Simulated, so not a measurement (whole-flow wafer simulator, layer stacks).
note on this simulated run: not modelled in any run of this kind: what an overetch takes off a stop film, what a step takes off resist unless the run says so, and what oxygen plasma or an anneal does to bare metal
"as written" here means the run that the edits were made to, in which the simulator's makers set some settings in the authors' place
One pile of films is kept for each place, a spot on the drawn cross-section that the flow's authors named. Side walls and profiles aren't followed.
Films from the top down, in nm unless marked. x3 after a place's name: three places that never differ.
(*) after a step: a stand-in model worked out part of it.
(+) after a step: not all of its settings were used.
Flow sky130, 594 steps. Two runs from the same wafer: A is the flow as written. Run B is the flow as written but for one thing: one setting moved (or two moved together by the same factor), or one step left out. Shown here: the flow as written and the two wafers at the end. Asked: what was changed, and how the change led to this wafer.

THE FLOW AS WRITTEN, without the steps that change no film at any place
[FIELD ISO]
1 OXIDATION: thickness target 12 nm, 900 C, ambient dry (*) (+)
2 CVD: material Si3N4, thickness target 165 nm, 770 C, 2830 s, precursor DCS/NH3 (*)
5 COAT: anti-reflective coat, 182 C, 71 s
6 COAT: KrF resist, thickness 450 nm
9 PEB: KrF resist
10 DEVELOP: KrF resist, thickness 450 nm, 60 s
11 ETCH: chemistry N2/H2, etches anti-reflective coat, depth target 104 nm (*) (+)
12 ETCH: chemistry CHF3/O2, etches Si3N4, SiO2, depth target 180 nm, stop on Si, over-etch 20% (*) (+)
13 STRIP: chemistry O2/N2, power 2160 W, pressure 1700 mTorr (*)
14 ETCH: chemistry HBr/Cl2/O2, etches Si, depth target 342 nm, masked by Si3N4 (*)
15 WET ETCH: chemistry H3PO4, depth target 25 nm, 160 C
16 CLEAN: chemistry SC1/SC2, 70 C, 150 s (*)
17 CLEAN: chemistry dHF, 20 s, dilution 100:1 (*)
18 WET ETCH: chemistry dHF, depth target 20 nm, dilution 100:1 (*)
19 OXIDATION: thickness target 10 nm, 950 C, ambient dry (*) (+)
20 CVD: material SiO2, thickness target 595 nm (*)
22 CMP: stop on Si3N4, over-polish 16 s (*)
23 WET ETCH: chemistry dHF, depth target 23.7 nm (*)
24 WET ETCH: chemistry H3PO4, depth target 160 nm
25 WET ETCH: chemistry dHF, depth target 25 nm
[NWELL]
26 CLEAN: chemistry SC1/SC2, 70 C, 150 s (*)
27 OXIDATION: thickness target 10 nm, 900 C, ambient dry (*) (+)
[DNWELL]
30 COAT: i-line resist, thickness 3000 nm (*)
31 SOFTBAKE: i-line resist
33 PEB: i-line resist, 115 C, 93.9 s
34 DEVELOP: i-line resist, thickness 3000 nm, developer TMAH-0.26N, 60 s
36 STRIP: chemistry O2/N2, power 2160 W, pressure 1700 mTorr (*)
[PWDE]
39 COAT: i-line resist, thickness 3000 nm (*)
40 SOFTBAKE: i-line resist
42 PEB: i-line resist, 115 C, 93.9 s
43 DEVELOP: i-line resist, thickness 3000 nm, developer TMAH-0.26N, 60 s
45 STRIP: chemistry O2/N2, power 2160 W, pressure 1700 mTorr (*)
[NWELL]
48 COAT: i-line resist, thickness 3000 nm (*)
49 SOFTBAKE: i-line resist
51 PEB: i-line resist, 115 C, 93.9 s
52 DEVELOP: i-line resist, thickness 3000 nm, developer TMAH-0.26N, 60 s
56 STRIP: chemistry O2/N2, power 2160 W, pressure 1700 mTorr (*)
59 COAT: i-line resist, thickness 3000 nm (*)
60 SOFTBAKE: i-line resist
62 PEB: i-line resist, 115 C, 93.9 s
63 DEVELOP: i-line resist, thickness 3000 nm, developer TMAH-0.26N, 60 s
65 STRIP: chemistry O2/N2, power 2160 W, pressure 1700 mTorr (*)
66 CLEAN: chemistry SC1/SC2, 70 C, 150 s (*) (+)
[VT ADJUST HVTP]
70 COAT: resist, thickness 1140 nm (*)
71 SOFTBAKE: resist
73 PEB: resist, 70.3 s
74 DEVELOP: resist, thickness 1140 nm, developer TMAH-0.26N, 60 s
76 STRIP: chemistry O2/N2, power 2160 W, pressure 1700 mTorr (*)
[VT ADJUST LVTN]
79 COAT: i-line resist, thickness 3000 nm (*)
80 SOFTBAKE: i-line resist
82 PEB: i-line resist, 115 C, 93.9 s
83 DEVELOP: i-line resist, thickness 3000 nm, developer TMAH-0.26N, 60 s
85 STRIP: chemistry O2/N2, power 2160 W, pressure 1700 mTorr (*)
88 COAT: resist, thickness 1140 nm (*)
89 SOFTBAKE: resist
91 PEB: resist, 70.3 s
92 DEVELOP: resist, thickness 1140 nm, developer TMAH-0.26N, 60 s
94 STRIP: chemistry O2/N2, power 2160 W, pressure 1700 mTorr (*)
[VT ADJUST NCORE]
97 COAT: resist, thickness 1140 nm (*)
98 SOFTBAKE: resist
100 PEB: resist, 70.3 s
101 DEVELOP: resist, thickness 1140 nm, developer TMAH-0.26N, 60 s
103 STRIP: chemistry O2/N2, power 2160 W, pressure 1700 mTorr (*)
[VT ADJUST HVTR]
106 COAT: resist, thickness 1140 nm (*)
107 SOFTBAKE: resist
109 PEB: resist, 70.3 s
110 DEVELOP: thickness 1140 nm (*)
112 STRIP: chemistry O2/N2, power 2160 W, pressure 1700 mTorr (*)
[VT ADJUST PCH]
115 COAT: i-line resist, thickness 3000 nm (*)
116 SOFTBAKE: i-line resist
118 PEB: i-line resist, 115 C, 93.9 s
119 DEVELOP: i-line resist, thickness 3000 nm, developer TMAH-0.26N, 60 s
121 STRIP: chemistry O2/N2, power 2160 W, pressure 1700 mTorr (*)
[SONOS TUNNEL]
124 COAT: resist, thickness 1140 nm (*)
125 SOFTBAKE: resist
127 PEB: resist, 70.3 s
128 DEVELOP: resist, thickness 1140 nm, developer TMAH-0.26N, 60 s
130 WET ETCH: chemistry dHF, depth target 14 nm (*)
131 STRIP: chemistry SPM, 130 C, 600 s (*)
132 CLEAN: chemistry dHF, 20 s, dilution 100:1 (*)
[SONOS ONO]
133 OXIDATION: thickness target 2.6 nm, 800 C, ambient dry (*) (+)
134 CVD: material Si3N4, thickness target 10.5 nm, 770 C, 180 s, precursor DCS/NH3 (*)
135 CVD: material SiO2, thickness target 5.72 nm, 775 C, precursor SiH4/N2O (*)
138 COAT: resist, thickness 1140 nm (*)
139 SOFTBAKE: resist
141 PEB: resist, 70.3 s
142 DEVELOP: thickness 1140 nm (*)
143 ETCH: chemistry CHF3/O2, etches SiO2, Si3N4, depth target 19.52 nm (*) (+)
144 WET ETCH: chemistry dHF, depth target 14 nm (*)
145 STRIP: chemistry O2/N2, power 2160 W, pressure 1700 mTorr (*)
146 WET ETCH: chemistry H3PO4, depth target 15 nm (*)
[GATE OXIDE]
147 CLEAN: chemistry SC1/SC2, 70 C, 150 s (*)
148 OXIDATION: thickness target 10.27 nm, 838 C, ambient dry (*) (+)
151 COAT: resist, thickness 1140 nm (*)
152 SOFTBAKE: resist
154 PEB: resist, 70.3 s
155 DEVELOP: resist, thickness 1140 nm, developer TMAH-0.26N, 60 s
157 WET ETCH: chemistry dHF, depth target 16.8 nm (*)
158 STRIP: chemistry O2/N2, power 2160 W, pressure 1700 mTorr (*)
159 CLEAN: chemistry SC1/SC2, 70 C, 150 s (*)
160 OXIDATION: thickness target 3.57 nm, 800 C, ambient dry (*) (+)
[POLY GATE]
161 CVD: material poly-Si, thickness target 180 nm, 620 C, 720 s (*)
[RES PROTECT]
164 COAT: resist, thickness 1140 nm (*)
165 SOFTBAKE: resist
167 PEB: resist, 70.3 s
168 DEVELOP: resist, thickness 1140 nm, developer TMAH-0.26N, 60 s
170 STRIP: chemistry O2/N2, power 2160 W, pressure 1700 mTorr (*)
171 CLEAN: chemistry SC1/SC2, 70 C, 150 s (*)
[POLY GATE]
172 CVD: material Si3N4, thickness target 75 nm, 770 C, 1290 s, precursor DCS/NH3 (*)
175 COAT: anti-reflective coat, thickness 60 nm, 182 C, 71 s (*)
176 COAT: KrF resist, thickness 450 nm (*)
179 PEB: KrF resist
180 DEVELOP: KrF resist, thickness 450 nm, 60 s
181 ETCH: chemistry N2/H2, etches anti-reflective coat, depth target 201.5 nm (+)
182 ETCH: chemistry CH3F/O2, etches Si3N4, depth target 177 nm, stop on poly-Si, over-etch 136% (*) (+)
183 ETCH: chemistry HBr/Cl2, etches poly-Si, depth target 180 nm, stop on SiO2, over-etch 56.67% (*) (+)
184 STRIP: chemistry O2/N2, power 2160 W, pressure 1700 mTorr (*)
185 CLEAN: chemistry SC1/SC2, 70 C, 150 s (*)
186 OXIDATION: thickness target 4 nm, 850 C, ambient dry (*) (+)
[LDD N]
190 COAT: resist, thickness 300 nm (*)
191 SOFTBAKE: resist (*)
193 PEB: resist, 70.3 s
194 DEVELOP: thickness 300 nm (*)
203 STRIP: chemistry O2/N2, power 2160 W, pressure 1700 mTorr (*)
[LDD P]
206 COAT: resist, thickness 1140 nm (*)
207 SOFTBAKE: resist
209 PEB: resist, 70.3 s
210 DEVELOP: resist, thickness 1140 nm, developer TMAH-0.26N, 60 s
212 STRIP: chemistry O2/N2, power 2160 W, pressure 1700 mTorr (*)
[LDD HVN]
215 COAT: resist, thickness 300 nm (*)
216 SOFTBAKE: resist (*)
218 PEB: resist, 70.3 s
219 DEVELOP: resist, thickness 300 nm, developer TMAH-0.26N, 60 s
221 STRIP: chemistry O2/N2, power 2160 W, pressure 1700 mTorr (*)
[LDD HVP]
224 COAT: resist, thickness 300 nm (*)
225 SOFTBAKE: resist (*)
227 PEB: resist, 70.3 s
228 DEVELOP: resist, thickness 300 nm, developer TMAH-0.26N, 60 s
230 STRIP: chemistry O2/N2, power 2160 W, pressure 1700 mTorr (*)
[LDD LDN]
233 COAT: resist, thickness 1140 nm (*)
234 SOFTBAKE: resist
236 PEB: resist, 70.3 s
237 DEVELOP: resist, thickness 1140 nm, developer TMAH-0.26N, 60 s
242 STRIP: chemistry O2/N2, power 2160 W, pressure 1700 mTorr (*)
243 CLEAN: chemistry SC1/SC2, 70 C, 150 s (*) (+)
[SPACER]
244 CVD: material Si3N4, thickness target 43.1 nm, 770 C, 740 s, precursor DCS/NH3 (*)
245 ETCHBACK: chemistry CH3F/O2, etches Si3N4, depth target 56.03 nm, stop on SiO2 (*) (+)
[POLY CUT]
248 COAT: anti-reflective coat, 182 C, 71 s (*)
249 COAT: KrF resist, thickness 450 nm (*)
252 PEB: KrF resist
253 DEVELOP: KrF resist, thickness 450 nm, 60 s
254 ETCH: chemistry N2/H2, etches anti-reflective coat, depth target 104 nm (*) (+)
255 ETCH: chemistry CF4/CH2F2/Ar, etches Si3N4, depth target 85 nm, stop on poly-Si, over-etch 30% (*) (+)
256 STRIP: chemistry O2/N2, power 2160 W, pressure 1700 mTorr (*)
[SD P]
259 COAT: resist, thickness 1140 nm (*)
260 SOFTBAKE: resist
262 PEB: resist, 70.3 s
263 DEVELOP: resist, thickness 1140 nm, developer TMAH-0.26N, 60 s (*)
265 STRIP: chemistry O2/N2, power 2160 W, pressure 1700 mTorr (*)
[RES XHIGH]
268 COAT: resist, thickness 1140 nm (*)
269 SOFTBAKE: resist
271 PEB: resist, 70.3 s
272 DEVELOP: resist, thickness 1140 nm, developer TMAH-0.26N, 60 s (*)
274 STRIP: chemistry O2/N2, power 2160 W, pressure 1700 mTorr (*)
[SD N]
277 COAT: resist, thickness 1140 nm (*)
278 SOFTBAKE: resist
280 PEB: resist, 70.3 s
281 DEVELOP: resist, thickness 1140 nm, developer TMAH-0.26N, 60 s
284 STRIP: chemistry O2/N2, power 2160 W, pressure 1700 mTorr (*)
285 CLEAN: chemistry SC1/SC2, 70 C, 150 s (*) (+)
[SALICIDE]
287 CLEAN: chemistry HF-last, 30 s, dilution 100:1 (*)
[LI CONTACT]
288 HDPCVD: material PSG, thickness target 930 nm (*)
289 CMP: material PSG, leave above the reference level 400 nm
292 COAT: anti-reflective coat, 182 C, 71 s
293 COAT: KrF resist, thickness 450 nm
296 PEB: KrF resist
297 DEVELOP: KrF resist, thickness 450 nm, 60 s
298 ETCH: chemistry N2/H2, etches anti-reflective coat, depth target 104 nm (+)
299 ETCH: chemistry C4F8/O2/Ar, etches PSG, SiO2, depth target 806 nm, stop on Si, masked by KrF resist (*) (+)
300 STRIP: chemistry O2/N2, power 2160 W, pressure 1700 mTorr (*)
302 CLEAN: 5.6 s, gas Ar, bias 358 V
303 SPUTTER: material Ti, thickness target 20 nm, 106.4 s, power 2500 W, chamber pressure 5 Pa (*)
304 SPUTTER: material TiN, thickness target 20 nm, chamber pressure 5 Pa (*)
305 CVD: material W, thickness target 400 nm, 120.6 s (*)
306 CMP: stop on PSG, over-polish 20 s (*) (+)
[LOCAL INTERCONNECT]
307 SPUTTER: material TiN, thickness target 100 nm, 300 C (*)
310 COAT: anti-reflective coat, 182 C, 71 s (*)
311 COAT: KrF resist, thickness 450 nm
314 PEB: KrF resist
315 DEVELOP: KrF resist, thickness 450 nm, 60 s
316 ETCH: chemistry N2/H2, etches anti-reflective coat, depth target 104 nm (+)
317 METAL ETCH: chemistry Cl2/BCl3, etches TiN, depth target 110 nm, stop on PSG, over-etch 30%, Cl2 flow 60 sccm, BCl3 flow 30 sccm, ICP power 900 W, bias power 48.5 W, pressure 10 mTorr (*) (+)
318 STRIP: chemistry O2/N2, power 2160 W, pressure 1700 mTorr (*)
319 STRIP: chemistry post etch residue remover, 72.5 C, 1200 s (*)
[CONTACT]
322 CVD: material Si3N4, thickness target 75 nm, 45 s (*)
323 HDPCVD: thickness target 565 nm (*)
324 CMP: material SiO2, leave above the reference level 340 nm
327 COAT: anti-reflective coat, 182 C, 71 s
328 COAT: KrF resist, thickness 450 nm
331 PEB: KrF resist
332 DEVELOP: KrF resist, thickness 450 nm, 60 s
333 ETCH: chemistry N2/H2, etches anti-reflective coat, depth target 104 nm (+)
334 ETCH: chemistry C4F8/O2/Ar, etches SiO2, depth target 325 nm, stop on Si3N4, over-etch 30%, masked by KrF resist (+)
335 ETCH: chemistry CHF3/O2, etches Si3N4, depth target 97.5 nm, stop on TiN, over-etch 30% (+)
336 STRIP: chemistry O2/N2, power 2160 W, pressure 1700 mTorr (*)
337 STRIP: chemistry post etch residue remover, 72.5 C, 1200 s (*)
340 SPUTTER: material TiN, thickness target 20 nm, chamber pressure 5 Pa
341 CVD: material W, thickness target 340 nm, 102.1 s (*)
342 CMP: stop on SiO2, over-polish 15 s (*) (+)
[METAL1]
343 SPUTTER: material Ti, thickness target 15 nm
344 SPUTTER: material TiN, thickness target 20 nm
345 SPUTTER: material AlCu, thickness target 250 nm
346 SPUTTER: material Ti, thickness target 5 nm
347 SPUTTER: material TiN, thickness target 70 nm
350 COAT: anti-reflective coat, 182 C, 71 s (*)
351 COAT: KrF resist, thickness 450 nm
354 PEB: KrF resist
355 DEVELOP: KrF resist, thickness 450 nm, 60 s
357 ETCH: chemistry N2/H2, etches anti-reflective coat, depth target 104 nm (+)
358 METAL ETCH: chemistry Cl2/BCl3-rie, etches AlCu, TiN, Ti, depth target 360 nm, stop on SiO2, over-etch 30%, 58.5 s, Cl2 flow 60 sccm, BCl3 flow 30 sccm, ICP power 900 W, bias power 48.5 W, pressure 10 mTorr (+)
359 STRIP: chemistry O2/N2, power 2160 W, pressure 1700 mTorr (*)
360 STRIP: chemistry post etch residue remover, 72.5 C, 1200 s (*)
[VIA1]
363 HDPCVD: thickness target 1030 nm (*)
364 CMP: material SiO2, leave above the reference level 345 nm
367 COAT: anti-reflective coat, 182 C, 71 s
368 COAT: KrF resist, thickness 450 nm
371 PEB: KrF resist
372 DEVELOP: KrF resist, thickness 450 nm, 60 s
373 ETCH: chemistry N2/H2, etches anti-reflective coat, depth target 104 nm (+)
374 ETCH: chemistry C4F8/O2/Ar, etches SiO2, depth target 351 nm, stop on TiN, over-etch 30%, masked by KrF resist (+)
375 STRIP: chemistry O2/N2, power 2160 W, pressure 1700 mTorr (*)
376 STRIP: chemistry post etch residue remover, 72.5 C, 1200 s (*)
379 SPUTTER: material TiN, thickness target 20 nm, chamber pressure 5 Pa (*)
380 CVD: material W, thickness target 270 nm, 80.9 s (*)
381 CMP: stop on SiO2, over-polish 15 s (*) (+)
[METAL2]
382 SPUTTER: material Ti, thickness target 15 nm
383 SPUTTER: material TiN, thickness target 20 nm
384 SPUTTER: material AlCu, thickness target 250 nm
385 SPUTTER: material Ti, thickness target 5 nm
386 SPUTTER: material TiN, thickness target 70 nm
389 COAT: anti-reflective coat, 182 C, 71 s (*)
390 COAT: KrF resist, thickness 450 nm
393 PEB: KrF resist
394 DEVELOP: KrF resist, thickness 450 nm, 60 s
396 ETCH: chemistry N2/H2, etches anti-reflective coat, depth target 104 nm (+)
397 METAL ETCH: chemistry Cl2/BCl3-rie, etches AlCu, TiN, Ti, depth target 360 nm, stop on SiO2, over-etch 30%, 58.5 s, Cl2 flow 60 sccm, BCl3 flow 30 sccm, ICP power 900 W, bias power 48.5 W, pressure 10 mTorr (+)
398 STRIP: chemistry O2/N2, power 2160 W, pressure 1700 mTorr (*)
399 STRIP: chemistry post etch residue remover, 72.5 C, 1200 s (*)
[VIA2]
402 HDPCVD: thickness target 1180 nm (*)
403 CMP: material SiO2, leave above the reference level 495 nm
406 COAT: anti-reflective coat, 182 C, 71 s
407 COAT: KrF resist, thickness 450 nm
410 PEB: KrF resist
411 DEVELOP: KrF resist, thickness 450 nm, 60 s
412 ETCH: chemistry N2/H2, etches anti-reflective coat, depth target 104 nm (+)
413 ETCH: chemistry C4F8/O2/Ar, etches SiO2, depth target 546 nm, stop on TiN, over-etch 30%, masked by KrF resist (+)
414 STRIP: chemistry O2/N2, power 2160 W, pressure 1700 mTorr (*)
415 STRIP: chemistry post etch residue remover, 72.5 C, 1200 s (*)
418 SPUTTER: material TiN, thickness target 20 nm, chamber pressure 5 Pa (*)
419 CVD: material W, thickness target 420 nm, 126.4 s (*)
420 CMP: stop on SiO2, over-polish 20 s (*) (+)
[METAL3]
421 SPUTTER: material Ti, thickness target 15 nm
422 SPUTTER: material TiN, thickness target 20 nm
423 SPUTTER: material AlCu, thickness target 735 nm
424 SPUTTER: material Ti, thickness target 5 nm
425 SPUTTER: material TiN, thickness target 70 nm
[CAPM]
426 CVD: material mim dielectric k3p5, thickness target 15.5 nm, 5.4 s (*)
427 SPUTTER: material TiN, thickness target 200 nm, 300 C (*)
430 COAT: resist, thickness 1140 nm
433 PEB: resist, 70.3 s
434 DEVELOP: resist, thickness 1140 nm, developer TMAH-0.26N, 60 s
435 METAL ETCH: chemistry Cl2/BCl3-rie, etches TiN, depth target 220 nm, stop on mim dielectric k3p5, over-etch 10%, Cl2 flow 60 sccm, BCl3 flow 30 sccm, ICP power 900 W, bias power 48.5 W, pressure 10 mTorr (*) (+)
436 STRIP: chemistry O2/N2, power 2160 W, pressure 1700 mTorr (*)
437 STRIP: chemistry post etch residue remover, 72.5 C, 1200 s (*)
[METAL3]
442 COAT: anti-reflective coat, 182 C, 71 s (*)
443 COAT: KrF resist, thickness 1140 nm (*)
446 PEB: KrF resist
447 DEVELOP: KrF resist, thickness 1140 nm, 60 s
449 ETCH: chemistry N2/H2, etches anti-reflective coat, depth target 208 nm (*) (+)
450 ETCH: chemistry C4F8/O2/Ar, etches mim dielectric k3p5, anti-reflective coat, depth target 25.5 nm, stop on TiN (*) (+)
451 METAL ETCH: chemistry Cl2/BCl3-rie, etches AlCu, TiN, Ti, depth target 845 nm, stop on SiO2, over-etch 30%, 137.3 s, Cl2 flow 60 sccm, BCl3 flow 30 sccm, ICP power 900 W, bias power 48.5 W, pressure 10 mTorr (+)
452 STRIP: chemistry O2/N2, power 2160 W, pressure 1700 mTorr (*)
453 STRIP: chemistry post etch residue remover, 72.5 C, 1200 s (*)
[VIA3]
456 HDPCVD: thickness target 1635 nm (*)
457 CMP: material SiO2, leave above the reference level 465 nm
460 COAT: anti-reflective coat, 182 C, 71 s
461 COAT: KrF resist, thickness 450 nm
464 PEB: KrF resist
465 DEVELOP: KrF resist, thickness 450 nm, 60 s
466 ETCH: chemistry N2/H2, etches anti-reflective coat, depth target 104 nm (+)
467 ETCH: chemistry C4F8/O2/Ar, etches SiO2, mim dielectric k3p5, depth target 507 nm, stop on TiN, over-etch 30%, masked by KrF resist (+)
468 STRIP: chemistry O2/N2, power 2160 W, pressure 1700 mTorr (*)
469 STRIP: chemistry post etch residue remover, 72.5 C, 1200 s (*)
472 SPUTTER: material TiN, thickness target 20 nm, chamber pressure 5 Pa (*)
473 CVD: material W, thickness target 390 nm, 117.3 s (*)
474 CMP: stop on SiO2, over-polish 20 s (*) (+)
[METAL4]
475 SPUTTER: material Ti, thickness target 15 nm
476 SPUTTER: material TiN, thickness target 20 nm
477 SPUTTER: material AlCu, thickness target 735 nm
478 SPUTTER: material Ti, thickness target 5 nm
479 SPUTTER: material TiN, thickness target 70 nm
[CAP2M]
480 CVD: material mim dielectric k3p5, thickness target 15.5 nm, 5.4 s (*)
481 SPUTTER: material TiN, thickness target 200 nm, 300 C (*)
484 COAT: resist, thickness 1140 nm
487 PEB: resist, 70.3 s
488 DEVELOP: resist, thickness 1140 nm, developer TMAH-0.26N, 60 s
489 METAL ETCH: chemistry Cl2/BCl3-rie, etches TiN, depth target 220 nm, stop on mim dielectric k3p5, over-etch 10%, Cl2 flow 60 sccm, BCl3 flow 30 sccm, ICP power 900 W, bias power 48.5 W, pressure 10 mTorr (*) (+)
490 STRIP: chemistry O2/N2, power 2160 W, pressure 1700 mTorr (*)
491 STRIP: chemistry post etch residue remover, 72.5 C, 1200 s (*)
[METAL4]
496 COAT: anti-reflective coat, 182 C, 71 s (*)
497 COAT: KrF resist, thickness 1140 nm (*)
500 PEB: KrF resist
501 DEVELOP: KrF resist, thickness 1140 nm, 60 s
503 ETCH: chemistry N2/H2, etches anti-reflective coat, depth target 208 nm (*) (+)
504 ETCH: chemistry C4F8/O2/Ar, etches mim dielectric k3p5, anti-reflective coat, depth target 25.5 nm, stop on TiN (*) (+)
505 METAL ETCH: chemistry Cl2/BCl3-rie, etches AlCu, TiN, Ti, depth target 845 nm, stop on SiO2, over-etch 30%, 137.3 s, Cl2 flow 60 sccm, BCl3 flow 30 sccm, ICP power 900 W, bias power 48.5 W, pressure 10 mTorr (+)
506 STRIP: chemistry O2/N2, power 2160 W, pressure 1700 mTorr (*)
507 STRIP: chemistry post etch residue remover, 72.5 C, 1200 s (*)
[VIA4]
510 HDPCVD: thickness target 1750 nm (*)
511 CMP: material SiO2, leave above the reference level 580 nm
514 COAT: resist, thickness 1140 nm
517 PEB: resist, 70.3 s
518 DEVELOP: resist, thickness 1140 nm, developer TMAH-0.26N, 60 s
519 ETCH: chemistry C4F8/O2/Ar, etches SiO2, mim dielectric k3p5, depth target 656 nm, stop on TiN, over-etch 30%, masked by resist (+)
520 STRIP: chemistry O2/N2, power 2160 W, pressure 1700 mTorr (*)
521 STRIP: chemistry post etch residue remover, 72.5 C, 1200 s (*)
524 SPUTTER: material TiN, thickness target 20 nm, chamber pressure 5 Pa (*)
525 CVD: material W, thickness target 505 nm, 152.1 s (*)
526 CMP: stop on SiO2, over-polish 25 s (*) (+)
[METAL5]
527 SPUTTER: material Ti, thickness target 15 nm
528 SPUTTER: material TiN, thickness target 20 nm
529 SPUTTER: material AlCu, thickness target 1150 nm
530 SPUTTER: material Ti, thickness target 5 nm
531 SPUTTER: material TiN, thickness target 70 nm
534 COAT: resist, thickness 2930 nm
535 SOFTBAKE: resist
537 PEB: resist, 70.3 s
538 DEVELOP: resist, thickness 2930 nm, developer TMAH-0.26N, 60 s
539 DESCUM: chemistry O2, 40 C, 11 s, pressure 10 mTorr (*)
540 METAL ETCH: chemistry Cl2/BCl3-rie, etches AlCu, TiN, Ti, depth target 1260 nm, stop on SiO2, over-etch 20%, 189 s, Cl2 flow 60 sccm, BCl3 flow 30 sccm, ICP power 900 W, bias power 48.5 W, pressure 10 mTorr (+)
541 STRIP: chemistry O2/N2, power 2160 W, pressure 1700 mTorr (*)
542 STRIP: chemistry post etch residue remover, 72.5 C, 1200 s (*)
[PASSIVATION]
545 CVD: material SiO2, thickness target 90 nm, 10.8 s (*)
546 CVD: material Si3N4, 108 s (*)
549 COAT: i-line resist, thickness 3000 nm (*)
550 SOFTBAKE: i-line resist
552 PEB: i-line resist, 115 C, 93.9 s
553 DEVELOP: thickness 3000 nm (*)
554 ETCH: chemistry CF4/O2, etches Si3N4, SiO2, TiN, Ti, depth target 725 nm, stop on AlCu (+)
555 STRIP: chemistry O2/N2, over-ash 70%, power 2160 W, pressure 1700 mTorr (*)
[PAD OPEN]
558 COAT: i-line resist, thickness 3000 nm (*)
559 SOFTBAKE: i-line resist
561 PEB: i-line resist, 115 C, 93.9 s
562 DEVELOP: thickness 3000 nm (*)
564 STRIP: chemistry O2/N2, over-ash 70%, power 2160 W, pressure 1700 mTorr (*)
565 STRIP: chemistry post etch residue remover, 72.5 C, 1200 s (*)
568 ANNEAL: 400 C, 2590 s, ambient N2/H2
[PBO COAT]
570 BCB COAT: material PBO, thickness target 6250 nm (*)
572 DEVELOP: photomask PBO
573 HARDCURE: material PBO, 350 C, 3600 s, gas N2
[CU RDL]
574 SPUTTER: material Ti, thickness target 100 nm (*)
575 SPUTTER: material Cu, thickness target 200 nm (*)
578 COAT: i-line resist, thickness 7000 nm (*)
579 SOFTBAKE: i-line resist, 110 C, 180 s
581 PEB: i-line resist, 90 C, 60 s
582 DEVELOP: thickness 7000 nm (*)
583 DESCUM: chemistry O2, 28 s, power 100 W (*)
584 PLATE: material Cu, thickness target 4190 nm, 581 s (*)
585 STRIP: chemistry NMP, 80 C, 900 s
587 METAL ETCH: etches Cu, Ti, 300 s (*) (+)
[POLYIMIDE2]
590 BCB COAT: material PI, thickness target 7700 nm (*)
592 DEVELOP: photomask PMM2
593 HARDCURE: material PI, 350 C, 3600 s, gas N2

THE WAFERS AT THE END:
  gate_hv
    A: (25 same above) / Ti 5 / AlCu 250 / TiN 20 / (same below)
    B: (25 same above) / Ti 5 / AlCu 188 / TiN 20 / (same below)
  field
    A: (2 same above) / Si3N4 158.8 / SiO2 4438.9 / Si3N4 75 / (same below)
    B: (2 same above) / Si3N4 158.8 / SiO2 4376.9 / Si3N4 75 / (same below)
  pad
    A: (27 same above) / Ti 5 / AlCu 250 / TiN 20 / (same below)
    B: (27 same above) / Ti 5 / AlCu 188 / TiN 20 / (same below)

The cause: step 345, SPUTTER: thickness target 188 nm was run, where the flow has thickness target 250 nm.
It can be read off the wafer: gate_hv has AlCu 188, and step 345 as written asks for 250 nm.

How the change led to this, step by step:
  345 SPUTTER: material AlCu, thickness target 250 nm
      field, active, n_well and 188 more: A AlCu +250 (new film) | B AlCu +188 (new film)
  358 METAL ETCH: chemistry Cl2/BCl3-rie, etches AlCu, TiN, Ti, depth target 360 nm, stop on SiO2, over-etch 30%, 58.5 s, Cl2 flow 60 sccm, BCl3 flow 30 sccm, ICP power 900 W, bias power 48.5 W, pressure 10 mTorr (+)
      field, active, gate and 81 more: A TiN -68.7 (all of it), Ti -5 (all of it), AlCu -250 (all of it), TiN -20 (all of it), Ti -15 (all of it), SiO2 -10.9 | B TiN -68.7 (all of it), Ti -5 (all of it), AlCu -188 (all of it), TiN -20 (all of it), Ti -15 (all of it), SiO2 -17.1
  364 CMP: material SiO2, leave above the reference level 345 nm
      field, active, gate and 81 more: A SiO2 -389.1 | B SiO2 -444.9
